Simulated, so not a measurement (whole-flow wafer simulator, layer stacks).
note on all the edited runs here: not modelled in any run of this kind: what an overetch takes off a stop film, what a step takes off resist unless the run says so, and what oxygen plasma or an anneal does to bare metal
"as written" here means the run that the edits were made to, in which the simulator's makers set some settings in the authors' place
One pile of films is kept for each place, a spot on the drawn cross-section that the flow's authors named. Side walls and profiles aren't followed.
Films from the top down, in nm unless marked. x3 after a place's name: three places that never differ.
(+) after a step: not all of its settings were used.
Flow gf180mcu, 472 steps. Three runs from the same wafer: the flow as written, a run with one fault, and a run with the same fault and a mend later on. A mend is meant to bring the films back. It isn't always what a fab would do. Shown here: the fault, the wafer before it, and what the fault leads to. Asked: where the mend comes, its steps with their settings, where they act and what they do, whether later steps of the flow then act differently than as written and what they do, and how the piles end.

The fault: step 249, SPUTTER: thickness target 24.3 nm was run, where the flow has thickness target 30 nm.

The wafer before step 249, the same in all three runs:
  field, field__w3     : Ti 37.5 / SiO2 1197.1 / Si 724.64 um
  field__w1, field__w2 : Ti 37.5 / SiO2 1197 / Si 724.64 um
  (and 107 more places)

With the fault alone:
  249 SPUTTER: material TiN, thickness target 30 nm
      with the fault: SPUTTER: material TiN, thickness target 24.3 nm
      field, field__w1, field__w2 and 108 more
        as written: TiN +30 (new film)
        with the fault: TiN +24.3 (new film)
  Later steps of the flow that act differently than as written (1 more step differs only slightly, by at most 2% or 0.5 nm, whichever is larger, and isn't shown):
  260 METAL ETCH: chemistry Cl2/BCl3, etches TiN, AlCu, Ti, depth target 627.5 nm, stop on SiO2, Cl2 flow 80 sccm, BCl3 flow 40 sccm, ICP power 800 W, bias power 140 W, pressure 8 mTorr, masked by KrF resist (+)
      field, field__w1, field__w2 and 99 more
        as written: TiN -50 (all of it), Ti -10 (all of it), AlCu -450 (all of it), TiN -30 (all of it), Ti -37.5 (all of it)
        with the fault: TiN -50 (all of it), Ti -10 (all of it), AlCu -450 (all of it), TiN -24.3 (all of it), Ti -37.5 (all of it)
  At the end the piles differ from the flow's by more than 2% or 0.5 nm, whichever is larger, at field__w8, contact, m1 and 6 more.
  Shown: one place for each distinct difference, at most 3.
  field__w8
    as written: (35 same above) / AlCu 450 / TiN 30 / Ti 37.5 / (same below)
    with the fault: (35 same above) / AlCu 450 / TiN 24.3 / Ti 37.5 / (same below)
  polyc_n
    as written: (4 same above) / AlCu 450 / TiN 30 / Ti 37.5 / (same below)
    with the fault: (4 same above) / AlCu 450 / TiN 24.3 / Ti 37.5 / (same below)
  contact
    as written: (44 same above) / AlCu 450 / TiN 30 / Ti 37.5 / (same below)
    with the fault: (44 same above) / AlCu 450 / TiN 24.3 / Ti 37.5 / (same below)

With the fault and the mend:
  The mend comes after step 249.
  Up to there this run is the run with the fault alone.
  249a SPUTTER: material TiN, thickness target 5.7 nm (the flow's step 249 once more, with other settings)
      field, field__w1, field__w2 and 108 more
        TiN +5.7
  No later step of the flow acts differently than as written at any place that is followed.
  At the end the piles are the same as the flow's at every place that both follow.
